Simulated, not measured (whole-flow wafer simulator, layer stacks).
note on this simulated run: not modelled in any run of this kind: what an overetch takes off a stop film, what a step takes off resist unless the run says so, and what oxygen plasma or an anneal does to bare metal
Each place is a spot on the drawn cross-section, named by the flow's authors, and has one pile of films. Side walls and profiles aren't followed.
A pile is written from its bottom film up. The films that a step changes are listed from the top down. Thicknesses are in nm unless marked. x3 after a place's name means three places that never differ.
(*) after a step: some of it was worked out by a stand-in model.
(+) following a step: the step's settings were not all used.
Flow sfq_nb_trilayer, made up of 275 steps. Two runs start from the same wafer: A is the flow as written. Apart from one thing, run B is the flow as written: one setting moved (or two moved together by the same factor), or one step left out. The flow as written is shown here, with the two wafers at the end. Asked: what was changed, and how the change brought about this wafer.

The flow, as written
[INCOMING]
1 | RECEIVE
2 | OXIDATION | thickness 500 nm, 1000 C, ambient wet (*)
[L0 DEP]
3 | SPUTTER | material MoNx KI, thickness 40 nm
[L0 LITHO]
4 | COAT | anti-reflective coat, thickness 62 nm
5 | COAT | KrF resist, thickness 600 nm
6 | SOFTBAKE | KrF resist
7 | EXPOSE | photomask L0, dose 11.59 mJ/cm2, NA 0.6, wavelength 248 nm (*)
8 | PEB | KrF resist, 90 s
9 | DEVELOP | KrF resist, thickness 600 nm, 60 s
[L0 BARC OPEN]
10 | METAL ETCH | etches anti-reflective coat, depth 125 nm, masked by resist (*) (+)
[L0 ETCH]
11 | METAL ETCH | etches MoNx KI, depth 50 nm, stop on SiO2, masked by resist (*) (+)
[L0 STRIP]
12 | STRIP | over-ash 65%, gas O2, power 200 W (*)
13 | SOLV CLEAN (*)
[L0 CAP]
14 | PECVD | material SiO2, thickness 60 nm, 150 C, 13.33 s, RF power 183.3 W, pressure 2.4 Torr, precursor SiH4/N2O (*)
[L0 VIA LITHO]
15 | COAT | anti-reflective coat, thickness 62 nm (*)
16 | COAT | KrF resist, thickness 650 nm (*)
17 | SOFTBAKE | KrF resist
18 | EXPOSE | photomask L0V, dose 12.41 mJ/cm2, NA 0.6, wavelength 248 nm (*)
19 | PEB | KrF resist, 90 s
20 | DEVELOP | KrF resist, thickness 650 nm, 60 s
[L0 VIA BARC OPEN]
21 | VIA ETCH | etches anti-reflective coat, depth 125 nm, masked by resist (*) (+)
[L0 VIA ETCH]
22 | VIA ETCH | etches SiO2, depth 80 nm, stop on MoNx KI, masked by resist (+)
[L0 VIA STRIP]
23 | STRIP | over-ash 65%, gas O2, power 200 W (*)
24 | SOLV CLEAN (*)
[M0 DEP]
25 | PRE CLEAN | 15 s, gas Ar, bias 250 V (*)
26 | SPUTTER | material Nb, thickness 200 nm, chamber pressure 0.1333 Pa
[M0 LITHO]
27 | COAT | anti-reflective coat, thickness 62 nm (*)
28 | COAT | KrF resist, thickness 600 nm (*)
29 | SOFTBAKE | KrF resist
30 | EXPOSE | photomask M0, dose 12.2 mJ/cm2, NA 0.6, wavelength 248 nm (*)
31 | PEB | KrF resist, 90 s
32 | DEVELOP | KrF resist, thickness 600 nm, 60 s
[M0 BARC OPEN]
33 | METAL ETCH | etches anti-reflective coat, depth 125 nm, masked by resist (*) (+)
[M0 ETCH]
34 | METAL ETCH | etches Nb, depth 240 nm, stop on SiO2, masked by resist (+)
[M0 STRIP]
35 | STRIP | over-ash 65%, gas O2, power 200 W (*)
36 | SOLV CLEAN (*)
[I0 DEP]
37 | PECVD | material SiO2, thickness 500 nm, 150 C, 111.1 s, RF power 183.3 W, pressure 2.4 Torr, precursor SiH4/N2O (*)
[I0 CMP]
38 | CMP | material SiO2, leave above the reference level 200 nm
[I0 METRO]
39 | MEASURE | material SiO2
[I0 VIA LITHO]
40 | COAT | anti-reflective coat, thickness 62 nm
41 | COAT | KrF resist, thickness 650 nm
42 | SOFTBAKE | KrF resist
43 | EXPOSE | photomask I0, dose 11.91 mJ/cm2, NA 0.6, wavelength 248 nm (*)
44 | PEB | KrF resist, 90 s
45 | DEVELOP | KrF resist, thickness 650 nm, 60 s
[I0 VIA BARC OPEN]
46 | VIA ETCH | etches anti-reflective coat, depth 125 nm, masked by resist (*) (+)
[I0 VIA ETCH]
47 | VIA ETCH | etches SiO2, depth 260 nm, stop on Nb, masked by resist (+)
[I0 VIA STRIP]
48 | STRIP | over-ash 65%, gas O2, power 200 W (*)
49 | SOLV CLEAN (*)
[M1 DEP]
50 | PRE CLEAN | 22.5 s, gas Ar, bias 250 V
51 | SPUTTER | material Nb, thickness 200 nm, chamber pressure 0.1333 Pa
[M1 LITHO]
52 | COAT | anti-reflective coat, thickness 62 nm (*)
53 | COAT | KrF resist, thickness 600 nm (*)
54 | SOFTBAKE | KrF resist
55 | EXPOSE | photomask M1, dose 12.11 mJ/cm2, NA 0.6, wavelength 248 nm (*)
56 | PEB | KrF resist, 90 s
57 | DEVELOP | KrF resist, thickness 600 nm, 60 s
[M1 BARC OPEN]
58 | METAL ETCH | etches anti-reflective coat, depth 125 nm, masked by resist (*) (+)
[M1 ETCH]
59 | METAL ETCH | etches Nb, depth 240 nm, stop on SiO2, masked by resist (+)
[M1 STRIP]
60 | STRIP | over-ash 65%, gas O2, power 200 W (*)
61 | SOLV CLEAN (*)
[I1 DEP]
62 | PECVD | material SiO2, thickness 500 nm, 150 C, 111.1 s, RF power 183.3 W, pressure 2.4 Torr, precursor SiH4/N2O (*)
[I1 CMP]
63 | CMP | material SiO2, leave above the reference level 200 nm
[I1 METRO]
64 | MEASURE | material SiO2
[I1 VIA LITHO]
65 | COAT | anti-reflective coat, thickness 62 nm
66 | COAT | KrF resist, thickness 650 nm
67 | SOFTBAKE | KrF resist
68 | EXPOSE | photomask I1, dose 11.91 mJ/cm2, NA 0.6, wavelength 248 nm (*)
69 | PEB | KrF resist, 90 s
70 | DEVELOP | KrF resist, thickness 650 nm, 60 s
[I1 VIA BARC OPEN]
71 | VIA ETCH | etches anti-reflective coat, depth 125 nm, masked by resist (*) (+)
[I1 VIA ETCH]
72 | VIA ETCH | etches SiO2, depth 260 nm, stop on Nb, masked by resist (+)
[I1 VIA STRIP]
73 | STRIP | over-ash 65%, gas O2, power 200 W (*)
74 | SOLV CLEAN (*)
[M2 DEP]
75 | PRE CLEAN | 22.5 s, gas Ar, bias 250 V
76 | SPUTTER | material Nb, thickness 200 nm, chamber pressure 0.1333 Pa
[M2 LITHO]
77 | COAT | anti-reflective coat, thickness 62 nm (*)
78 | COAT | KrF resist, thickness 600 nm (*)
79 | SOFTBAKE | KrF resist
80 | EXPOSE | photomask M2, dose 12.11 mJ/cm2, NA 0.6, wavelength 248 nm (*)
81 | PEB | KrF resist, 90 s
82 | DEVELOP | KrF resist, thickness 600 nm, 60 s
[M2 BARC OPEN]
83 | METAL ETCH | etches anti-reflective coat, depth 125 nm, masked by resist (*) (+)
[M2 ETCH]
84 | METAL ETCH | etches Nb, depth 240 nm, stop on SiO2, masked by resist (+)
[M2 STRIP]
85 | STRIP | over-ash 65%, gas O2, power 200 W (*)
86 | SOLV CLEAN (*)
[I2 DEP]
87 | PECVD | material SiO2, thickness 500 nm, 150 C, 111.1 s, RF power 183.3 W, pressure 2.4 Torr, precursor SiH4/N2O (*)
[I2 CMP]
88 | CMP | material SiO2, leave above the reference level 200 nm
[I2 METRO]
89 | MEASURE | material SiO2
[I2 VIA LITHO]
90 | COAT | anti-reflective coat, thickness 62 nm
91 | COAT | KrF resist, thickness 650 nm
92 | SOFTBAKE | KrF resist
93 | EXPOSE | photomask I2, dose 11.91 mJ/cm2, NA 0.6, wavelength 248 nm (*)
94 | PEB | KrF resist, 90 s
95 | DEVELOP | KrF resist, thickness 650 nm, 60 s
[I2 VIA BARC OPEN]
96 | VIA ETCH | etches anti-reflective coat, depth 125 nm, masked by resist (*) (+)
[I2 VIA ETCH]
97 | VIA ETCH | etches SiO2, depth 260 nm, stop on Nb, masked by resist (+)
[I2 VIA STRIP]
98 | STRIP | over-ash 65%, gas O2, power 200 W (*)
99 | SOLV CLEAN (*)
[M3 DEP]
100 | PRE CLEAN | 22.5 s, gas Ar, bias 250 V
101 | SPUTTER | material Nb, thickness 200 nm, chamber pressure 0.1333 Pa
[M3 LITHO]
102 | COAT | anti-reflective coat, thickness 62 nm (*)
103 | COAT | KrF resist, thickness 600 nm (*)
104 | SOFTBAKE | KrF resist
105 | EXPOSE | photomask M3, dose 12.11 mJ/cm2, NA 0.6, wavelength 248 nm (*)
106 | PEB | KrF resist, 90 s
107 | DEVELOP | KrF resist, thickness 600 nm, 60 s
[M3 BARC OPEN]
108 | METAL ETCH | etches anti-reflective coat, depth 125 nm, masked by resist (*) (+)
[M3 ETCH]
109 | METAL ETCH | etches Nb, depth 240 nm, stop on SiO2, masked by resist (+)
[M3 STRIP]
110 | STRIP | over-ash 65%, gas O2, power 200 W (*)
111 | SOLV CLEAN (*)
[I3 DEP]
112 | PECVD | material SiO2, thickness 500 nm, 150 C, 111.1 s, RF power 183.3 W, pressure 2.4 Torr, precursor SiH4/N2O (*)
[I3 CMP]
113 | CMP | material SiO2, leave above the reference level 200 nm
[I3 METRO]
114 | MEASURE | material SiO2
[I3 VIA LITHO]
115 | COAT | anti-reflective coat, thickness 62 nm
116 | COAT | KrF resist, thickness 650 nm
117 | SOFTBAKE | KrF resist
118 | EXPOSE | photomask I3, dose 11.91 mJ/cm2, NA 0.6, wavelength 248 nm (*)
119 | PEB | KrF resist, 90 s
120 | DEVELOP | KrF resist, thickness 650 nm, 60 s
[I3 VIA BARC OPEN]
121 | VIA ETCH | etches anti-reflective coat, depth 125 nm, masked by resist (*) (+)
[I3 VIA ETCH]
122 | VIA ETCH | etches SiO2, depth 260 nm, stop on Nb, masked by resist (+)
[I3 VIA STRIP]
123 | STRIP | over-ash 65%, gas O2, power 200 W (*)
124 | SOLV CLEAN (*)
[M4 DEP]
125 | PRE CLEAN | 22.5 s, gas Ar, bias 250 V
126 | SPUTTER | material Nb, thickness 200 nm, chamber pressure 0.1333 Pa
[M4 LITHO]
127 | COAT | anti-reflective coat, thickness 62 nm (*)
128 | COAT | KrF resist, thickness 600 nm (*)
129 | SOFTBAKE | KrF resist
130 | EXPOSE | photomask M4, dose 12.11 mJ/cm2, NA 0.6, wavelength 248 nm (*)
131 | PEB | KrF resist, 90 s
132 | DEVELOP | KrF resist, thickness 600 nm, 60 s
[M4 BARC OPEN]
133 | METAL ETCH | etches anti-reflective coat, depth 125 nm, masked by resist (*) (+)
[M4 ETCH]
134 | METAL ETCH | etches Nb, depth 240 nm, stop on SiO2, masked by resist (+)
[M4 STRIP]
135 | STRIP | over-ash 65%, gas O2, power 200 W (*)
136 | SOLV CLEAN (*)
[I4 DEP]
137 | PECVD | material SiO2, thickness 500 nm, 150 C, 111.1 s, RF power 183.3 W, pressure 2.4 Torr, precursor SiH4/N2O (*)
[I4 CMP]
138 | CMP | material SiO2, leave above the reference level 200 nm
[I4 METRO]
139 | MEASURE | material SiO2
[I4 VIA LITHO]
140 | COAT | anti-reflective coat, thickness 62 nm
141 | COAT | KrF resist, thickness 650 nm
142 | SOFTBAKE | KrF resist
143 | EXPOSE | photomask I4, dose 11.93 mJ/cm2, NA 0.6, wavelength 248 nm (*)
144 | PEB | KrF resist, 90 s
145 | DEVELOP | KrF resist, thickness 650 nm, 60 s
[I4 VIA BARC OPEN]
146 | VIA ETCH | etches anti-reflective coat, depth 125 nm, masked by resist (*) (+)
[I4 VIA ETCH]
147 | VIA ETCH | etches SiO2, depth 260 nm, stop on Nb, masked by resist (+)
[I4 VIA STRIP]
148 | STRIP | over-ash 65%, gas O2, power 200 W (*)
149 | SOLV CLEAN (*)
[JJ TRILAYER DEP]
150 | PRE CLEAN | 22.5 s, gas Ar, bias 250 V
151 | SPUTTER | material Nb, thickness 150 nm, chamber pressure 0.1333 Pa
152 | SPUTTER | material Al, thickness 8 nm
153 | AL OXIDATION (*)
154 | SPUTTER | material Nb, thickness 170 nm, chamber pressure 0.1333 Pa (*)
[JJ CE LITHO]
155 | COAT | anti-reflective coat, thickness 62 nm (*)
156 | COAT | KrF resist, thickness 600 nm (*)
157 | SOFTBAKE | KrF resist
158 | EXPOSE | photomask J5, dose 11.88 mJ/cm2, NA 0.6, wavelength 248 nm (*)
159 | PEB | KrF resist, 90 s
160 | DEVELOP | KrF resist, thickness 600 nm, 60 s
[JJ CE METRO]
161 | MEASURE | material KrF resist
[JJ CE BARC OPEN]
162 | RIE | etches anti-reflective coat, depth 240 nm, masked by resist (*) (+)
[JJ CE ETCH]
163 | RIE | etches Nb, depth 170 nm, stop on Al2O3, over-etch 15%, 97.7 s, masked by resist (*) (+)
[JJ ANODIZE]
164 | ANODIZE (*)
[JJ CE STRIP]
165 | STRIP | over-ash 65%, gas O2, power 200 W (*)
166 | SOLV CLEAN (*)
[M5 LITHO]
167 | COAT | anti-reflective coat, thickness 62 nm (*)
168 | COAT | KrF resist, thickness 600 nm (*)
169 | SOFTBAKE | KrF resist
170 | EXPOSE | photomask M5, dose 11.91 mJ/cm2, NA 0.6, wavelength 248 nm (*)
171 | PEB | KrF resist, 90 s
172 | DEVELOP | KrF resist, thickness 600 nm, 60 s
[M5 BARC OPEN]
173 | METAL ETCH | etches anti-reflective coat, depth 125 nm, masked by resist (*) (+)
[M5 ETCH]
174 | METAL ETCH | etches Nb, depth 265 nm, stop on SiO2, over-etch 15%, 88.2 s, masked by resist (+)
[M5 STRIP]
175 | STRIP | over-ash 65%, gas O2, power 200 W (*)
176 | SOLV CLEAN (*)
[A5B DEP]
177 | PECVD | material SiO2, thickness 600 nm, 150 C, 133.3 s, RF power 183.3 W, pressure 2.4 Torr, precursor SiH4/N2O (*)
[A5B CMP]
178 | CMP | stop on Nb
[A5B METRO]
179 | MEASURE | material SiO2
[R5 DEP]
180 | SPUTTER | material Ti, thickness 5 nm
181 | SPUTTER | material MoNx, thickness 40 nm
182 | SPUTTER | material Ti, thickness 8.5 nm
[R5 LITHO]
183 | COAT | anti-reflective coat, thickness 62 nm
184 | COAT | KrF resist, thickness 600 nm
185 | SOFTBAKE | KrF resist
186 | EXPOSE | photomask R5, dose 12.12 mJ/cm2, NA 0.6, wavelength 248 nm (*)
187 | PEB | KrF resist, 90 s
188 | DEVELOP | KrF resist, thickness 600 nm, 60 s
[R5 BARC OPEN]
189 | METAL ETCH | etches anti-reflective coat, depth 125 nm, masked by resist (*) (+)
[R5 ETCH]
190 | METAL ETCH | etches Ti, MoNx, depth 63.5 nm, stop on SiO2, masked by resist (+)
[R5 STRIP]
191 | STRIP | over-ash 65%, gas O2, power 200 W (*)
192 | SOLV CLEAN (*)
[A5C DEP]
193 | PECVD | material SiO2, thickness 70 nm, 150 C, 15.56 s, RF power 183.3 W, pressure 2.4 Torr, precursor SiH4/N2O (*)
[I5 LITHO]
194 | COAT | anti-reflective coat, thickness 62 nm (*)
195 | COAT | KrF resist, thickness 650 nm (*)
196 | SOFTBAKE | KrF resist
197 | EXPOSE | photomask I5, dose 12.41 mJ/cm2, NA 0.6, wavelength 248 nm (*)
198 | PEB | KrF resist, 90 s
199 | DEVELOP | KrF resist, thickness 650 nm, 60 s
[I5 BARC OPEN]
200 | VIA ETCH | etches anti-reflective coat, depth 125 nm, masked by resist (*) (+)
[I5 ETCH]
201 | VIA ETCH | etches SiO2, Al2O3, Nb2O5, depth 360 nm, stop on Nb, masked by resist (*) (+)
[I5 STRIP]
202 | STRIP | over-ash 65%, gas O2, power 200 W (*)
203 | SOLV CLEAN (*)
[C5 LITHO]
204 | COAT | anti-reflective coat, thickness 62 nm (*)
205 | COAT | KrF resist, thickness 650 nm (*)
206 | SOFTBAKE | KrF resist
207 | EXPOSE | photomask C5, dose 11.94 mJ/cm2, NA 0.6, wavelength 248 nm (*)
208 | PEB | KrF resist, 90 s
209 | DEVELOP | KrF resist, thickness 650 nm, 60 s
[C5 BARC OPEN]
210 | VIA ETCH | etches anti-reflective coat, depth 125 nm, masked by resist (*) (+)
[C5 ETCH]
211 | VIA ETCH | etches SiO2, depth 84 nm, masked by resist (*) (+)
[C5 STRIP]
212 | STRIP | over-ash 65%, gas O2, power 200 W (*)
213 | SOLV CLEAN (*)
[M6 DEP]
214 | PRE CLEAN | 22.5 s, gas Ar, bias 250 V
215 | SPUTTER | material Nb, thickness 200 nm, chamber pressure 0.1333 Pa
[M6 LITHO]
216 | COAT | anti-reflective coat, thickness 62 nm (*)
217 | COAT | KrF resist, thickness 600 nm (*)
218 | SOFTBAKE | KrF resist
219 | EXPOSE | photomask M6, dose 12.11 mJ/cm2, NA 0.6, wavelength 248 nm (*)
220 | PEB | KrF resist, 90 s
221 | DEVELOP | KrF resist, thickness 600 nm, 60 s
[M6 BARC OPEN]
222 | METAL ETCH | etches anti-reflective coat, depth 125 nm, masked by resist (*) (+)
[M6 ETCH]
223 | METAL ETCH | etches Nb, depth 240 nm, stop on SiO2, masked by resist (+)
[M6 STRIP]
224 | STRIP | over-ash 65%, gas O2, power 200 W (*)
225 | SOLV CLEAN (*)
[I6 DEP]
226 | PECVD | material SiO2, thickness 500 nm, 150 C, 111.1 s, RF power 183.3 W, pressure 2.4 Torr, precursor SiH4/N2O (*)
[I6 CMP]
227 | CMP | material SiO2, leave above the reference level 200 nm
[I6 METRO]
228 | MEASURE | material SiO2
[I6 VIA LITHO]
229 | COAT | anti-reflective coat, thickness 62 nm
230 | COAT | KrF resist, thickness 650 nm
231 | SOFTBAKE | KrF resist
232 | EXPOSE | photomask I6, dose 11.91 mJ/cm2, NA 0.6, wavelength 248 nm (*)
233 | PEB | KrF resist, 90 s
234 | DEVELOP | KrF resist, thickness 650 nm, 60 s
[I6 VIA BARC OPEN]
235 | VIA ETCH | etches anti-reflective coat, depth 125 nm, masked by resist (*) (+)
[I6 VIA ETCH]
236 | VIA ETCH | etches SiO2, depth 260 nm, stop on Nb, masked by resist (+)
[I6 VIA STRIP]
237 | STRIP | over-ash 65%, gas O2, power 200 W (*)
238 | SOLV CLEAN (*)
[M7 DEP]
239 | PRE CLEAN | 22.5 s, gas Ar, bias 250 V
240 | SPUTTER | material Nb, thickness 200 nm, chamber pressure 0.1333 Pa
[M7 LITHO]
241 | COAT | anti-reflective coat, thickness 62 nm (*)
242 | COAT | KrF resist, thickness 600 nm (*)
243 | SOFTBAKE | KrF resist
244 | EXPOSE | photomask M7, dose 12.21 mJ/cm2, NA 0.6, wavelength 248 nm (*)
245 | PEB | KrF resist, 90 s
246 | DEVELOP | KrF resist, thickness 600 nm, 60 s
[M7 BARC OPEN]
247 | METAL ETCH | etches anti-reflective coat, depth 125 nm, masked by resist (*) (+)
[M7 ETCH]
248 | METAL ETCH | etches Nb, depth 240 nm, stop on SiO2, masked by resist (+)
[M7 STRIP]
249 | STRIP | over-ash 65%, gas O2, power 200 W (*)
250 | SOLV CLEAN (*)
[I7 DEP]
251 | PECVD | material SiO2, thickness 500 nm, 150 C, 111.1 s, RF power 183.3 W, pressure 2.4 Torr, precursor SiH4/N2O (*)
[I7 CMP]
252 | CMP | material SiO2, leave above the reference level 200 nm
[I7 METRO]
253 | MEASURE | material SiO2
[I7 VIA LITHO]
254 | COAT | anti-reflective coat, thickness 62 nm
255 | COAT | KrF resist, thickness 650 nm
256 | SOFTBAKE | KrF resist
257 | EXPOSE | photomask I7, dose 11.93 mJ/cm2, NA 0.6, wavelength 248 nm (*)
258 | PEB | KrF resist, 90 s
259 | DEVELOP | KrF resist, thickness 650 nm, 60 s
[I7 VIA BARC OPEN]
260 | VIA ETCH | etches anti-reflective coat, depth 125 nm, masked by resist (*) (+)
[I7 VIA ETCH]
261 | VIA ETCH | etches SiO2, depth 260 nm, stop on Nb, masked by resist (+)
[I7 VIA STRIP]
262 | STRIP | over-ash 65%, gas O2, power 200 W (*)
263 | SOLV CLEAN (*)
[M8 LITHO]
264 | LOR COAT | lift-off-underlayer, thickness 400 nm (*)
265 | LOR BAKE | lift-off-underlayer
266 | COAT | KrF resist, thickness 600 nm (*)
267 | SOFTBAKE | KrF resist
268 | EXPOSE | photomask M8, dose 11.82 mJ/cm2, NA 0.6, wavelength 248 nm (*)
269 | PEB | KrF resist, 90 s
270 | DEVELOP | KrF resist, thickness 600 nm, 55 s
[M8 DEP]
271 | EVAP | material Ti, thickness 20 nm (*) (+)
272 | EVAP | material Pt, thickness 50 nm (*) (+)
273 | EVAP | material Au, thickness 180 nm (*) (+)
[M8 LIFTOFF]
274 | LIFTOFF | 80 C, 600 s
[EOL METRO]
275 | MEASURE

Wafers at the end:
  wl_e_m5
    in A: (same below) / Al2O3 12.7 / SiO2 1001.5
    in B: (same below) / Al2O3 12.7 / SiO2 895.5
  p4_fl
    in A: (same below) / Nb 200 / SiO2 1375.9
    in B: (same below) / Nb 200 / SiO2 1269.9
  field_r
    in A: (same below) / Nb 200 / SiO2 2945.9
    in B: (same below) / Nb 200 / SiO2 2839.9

Cause: step 215, SPUTTER: thickness 94 nm was run, while the flow as written has thickness 200 nm.

The path from the change to this, step by step:
  215 | SPUTTER | material Nb, thickness 200 nm, chamber pressure 0.1333 Pa
      field_l, v_sur, via_wl and 100 more: A +200 Nb (new film) | B +94 Nb (new film)
      be: A +147.3 Nb | B +69.7 Nb
      (as well as at 2 more places)
  216 | COAT | anti-reflective coat, thickness 62 nm (*)
      be: A +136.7 anti-reflective coat (new film) | B +128.3 anti-reflective coat (new film)
      be_sur: A +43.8 anti-reflective coat (new film) | B +42.6 anti-reflective coat (new film)
      (as well as at 2 more places)
  223 | METAL ETCH | etches Nb, depth 240 nm, stop on SiO2, masked by resist (+)
      field_l, gap, moat and 76 more: A -200 Nb (all of it) | B -94 Nb (all of it)
      v_sur, via_wl, via_w and 24 more: A -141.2 KrF resist | B -82.9 KrF resist
  224 | STRIP | over-ash 65%, gas O2, power 200 W (*)
      wl_j_sl, wl_j_sr: A -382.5 KrF resist (all of it), -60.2 anti-reflective coat (all of it) | B -440.8 KrF resist (all of it), -60.2 anti-reflective coat (all of it)
      wl_c_m6, wl_f_m6: A -382.3 KrF resist (all of it), -62 anti-reflective coat (all of it) | B -440.5 KrF resist (all of it), -62 anti-reflective coat (all of it)
      (as well as at 23 more places)
  226 | PECVD | material SiO2, thickness 500 nm, 150 C, 111.1 s, RF power 183.3 W, pressure 2.4 Torr, precursor SiH4/N2O (*)
      gap, wl_a_sl, m6r_space_l x2: A +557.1 SiO2 | B +500 SiO2
      be: A +693.5 SiO2 (new film) | B +653.1 SiO2 (new film)
  227 | CMP | material SiO2, leave above the reference level 200 nm
      field_l, p4_fl, p4_fm and 59 more: A -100 SiO2 | B -206 SiO2
      moat, field_r, lsp_l, ln_m5, lsp_m: A -93.6 SiO2 | B -206 SiO2
      (as well as at 13 more places)
